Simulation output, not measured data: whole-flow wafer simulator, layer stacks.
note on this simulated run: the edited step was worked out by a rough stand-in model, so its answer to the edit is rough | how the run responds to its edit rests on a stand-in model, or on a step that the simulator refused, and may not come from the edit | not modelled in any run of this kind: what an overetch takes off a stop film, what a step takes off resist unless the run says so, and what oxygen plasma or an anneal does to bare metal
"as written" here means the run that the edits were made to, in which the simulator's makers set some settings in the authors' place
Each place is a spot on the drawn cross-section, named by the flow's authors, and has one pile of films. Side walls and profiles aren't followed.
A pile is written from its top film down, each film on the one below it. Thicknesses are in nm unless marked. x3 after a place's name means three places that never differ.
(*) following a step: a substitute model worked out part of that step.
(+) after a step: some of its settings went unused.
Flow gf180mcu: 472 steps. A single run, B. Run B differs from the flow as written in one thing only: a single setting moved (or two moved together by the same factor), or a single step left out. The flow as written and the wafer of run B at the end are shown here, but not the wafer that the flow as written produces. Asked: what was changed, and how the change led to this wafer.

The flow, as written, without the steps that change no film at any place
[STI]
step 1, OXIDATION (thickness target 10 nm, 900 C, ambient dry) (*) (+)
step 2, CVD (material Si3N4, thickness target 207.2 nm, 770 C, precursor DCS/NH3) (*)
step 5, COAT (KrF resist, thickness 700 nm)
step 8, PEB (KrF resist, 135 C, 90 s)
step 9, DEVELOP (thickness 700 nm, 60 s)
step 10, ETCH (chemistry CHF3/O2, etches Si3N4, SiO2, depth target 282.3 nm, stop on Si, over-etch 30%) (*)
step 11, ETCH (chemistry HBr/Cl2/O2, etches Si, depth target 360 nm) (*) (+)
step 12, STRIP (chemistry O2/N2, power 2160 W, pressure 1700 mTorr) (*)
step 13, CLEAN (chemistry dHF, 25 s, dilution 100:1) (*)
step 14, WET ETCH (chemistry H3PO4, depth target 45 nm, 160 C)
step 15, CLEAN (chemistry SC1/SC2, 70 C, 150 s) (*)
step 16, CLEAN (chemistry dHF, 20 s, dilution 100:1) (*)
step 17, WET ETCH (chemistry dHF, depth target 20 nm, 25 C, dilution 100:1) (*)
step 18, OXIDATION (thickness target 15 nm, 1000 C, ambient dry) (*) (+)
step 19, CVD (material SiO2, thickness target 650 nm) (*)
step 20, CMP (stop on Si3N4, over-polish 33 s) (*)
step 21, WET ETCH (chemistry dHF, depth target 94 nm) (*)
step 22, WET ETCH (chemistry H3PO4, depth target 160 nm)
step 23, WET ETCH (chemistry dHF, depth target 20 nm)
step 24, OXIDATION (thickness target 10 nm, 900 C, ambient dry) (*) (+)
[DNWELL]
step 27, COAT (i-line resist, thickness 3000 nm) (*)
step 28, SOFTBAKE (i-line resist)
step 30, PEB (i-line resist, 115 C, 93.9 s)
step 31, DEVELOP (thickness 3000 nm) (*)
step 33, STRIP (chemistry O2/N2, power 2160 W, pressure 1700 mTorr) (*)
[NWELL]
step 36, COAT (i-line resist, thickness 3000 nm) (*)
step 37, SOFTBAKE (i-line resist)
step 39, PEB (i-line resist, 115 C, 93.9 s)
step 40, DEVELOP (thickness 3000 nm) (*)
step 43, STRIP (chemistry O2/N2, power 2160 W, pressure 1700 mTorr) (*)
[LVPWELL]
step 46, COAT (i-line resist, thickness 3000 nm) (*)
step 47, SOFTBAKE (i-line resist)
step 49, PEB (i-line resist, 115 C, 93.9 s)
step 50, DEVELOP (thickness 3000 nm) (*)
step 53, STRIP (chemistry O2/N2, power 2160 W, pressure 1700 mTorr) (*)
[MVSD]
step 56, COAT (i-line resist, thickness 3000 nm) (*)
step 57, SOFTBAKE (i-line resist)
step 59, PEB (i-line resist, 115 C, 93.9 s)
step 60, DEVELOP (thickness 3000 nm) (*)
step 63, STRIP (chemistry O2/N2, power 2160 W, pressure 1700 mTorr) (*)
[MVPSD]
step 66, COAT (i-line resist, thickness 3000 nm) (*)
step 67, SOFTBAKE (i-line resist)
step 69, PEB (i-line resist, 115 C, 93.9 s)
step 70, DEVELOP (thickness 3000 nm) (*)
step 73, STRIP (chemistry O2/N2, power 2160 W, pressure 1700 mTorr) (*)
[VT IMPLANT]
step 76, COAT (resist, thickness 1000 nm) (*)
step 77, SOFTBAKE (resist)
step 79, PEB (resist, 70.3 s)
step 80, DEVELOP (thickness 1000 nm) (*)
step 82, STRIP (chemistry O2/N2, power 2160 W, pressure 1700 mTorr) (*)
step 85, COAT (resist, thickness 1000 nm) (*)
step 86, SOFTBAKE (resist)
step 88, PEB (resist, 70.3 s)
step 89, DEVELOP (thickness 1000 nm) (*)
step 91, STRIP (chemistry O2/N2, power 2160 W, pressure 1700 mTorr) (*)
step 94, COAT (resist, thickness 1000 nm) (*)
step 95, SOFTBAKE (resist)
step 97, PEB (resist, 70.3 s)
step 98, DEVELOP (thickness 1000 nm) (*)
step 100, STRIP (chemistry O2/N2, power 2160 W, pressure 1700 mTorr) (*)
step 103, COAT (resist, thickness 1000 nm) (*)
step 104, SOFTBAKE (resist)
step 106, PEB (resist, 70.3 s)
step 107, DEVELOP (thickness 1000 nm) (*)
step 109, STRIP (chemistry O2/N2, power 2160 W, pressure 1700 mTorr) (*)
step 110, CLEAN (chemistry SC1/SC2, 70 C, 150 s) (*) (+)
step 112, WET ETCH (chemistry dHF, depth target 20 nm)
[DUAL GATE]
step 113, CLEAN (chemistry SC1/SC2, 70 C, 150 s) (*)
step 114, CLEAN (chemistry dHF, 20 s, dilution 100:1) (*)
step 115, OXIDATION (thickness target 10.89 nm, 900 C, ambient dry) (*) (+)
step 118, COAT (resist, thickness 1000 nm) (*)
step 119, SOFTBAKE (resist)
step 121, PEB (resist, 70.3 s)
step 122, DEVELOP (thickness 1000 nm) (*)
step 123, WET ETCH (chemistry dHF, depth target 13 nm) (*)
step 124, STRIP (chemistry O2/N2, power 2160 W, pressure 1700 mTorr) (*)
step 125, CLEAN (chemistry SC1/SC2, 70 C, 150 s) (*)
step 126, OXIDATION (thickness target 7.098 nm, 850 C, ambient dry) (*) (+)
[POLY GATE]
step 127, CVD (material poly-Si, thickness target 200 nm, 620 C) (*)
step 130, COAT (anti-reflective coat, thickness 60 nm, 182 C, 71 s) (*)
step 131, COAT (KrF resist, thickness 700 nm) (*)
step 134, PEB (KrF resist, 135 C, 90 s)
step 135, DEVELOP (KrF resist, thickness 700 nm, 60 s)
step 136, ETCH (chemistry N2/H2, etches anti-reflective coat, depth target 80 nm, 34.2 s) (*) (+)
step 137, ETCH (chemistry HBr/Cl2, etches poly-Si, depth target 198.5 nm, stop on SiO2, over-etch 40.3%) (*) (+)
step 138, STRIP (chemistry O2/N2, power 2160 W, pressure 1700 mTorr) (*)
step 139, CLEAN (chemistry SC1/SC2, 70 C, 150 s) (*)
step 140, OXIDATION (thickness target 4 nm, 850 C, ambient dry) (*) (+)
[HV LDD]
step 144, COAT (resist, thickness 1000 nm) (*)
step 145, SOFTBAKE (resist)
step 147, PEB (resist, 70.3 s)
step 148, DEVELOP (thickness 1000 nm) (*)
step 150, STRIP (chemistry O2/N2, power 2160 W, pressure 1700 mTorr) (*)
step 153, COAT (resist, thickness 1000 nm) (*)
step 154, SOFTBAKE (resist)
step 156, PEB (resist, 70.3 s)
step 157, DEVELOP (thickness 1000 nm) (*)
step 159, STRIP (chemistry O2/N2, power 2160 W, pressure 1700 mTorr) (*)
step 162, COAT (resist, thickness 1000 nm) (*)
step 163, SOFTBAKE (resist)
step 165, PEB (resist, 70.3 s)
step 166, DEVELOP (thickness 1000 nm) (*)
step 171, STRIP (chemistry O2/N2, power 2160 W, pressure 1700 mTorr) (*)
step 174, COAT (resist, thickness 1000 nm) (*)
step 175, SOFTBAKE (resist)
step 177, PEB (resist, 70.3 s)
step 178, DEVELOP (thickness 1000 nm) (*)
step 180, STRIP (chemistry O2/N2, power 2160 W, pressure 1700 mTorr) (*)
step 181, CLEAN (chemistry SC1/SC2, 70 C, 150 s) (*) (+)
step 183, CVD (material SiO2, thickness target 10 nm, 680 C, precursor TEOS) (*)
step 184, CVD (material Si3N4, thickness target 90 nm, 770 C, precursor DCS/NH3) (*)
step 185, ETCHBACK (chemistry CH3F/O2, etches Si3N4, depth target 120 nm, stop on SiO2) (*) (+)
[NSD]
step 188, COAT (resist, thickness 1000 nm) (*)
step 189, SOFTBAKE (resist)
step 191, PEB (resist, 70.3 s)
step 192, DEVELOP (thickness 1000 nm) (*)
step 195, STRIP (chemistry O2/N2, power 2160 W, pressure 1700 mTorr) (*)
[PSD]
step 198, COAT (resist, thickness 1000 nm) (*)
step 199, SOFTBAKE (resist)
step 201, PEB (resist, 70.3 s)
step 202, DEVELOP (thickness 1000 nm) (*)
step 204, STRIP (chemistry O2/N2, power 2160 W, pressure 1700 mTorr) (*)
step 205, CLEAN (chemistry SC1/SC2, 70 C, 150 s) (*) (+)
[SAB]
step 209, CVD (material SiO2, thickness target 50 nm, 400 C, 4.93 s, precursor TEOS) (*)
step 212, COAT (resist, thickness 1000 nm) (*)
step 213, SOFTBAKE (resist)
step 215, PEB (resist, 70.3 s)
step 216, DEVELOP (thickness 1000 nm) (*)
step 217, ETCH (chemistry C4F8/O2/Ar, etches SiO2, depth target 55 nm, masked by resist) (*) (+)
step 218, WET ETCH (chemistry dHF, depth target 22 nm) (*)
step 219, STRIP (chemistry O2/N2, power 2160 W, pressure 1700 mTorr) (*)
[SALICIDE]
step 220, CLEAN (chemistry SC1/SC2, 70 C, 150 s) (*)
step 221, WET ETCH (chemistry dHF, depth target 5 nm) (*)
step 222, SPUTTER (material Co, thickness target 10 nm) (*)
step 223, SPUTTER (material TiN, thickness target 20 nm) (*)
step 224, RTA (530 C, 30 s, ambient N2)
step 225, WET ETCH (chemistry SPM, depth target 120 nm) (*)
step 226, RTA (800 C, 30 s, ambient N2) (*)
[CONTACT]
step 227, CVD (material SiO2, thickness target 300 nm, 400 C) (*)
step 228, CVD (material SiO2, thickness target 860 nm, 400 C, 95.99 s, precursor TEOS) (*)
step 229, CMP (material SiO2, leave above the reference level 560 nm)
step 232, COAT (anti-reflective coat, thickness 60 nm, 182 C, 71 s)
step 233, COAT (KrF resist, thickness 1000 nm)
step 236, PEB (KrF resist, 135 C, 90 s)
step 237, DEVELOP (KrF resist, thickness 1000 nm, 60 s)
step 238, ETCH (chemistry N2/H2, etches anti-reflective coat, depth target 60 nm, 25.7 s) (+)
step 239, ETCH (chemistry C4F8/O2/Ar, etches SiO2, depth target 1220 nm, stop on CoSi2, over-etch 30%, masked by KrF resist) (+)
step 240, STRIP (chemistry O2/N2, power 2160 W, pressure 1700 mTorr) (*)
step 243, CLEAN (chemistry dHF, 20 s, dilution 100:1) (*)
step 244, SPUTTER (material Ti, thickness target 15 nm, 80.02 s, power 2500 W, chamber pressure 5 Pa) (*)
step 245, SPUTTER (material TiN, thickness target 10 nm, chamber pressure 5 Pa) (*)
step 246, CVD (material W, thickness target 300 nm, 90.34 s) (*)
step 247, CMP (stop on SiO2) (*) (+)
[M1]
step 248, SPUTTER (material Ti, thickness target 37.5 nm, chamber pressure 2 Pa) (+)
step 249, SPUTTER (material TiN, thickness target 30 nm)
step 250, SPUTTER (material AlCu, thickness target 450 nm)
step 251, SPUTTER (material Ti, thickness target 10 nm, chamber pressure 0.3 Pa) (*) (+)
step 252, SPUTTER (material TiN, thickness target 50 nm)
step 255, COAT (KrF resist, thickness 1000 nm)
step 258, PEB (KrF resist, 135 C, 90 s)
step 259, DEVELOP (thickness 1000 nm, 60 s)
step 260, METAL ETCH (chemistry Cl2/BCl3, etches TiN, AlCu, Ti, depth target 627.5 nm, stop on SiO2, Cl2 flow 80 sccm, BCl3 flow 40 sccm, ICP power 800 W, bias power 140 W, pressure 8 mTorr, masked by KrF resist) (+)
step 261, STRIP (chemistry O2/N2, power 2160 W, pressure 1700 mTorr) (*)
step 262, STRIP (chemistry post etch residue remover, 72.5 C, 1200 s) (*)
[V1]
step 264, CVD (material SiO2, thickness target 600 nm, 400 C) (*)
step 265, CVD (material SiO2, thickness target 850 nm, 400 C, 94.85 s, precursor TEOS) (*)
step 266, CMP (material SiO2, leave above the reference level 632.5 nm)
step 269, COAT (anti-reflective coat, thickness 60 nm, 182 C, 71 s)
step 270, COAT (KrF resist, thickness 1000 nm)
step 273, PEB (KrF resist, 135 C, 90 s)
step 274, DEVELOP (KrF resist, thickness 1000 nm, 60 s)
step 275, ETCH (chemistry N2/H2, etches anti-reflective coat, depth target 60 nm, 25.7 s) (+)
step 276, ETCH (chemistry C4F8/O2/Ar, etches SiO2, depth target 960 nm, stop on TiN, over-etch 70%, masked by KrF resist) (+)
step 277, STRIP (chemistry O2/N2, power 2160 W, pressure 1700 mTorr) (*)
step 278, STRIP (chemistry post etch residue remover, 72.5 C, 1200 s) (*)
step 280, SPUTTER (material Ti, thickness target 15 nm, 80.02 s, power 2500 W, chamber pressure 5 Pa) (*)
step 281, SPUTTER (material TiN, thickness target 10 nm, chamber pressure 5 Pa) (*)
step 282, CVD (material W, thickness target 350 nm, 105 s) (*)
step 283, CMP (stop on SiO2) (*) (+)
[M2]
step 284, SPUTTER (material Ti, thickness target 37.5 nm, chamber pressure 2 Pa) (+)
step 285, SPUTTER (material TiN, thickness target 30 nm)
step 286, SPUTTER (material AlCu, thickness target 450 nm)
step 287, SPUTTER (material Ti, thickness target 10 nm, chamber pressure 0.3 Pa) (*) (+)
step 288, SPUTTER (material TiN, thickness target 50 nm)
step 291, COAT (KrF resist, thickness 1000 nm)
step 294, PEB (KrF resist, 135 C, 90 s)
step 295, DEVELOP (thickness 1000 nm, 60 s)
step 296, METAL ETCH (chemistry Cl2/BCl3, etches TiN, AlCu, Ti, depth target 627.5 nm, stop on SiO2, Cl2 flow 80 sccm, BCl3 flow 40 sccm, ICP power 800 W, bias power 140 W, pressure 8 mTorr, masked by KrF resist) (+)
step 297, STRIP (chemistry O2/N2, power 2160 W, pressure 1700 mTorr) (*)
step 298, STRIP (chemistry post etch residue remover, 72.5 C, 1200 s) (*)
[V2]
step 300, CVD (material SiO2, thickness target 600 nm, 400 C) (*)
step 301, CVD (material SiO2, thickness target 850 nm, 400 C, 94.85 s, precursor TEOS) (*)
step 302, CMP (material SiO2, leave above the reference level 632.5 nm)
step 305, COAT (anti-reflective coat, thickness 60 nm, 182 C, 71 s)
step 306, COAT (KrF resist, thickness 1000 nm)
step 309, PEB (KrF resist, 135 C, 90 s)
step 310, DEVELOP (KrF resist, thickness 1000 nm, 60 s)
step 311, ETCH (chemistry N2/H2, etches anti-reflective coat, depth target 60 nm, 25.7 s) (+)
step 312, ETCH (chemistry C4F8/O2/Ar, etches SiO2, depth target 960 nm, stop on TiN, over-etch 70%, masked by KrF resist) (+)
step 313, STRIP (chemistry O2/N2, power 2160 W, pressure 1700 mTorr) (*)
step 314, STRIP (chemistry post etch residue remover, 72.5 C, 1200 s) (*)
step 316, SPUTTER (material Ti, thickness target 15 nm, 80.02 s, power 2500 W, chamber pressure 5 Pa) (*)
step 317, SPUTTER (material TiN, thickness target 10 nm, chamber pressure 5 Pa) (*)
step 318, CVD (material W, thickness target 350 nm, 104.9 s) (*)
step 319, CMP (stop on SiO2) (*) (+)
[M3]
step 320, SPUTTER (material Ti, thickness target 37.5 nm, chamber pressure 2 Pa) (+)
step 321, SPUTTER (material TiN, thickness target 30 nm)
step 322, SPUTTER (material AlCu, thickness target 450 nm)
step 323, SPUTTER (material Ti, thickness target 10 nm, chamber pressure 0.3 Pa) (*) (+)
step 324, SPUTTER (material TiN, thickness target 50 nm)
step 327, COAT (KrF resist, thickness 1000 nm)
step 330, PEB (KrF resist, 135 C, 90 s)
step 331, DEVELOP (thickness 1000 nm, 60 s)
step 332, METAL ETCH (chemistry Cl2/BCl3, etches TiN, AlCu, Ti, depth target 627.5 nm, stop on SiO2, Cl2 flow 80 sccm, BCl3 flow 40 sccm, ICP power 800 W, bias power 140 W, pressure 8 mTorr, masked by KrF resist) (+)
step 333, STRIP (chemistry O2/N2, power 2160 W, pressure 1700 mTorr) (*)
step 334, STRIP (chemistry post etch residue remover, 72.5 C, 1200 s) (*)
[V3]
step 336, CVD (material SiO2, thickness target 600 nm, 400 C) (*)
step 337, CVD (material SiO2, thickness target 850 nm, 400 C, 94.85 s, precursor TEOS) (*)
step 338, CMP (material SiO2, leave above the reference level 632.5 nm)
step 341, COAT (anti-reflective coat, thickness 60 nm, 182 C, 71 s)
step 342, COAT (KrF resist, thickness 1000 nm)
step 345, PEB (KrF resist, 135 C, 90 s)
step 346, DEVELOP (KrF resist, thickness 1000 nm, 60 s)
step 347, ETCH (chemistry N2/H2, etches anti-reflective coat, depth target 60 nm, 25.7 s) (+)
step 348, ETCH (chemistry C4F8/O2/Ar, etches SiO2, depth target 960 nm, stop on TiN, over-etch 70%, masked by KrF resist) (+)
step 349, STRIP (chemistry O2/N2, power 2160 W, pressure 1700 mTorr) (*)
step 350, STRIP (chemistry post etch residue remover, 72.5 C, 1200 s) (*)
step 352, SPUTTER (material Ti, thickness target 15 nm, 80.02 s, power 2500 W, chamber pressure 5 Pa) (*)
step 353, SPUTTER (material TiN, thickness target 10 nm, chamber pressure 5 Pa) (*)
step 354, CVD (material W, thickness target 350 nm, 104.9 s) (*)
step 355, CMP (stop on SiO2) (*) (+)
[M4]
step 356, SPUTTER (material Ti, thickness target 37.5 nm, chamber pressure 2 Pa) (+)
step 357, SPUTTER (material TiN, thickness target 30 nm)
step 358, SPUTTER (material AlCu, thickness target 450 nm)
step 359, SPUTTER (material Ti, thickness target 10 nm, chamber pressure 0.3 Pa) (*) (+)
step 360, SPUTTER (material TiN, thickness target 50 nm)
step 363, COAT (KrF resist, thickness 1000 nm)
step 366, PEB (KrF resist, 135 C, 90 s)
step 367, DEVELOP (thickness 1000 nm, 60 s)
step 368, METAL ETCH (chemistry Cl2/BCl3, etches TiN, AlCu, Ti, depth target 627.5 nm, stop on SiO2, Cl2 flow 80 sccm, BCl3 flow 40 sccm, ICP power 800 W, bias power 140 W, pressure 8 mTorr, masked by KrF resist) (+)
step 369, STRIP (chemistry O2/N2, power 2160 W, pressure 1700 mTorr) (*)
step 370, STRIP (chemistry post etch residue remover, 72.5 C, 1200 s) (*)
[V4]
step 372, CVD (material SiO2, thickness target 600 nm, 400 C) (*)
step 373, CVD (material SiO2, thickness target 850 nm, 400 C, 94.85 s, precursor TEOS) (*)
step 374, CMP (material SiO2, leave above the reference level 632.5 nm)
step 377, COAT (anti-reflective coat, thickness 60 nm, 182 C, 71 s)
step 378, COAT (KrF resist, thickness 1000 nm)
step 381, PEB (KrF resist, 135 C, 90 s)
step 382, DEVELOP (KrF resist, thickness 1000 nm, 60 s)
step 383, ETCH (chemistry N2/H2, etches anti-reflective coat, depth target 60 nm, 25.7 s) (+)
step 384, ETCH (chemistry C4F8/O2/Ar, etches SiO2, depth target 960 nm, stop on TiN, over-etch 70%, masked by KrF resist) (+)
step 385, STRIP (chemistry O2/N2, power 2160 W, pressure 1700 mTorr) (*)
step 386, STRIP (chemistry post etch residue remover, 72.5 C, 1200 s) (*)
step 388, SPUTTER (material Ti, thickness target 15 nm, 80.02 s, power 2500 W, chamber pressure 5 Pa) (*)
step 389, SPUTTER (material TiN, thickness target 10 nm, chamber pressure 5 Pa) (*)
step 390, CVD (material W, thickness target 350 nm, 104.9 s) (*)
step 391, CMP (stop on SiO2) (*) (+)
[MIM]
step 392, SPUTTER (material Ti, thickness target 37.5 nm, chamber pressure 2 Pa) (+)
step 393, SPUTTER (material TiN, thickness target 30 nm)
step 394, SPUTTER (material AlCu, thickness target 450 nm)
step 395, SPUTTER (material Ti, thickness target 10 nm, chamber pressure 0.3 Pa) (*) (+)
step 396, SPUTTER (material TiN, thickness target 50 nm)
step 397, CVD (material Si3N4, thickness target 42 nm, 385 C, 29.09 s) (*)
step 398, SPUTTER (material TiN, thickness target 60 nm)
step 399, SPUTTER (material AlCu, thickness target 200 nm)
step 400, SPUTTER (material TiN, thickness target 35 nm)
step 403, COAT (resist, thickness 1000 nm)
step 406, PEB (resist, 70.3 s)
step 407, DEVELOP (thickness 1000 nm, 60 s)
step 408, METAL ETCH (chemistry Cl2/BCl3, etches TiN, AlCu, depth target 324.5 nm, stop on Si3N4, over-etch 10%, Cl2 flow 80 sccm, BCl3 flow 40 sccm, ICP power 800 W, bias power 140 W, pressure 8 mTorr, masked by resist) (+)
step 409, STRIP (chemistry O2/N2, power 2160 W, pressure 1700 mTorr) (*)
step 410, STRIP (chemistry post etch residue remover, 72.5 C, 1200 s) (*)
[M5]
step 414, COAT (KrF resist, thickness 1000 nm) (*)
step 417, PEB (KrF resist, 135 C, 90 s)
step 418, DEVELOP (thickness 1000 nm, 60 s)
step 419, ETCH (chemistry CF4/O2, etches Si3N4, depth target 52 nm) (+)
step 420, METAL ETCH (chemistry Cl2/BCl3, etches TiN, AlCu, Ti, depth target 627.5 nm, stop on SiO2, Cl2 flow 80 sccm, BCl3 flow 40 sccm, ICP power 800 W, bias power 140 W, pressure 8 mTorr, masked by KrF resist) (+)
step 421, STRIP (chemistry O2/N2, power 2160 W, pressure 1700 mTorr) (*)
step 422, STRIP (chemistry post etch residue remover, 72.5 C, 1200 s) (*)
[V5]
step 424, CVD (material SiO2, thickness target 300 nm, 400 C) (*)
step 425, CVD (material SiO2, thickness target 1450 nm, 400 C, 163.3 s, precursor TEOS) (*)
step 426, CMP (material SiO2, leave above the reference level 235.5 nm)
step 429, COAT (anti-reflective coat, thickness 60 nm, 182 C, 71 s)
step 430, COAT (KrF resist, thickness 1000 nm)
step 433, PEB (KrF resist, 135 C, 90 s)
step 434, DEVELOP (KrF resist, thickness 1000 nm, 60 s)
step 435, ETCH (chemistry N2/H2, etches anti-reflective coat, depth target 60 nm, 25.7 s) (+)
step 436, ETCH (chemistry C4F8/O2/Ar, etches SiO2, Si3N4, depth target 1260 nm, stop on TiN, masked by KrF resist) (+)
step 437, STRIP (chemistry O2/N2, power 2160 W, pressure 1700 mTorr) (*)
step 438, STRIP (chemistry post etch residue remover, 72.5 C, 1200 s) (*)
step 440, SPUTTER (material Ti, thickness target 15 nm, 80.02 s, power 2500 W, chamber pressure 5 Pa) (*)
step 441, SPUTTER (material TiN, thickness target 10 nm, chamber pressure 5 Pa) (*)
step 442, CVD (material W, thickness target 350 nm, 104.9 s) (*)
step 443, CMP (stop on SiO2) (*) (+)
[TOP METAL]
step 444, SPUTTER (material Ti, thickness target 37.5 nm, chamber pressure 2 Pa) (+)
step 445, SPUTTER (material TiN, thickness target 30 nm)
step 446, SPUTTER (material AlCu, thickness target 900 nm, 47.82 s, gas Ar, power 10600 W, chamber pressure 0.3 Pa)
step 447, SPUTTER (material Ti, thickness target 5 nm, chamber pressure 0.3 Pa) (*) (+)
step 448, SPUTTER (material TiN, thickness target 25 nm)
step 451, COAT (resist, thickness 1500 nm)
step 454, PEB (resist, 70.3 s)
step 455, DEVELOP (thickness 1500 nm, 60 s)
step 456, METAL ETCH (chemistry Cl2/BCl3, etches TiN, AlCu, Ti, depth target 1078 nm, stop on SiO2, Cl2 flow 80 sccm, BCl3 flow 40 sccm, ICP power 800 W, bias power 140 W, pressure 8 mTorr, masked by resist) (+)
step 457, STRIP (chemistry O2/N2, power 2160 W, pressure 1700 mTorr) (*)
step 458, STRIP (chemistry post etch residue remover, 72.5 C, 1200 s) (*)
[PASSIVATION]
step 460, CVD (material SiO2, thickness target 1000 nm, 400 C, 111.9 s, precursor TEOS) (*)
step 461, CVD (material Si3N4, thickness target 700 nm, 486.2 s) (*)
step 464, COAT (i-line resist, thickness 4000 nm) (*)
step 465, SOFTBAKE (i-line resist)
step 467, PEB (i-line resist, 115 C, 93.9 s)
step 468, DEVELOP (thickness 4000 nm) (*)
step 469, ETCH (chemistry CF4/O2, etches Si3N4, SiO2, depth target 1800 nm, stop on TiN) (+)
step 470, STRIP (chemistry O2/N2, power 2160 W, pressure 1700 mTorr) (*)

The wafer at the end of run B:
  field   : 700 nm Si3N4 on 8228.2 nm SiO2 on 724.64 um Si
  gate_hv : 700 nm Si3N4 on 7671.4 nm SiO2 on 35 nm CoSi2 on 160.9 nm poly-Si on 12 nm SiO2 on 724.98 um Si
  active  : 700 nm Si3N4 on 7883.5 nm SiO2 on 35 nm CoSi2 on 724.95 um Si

What caused this: step 126, OXIDATION: thickness target 4.436 nm was run, though the flow has thickness target 7.098 nm.

How this came from the change, step by step:
  step 126, OXIDATION (thickness target 7.098 nm, 850 C, ambient dry) (*) (+)
      gate_hv, active_hv, active_nat and 25 more: SiO2 gains 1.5, Si loses 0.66 (as written it would have been: SiO2 gains 3.72, Si loses 1.64)
      active, n_well, p_well and 12 more: SiO2 gains 4.44 (new film), chemical SiO2 loses 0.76 (all of it), Si loses 1.62 (as written it would have been: SiO2 gains 7.1 (new film), chemical SiO2 loses 0.76 (all of it), Si loses 2.79)
  step 189, SOFTBAKE (resist)
      field__w9: resist loses 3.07 (as written it would have been: resist gains 6.92)
      active_hv: resist loses 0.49 (as written it would have been: resist gains 2.68)
      (also at 1 further place)
  step 199, SOFTBAKE (resist)
      field__w9: resist loses 3.07 (as written it would have been: resist gains 6.92)
      active_hv: resist loses 0.49 (as written it would have been: resist gains 2.68)
      (also at 1 further place)
  step 218, WET ETCH (chemistry dHF, depth target 22 nm) (*)
      active, p_well, sd_n, iso_ptap_pw, iso_ntap_nw, iso_ptap_sub, vpnp_e: SiO2 loses 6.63 (all of it) (as written it would have been: SiO2 loses 9.01 (all of it))
      ldn_tap, ldn_src, ldn_drn, ldp_tap, ldp_src, ldp_drn, ldp_gr: SiO2 loses 13.9 (all of it) (as written it would have been: SiO2 loses 16 (all of it))
      (also at 9 further places)
  step 223, SPUTTER (material TiN, thickness target 20 nm) (*)
      field__w12: TiN gains 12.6 (new film) (as written it would have been: TiN gains 12 (new film))
  step 225, WET ETCH (chemistry SPM, depth target 120 nm) (*)
      field__w12: TiN loses 12.6 (all of it), Co loses 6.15 (all of it) (as written it would have been: TiN loses 12 (all of it), Co loses 6.15 (all of it))
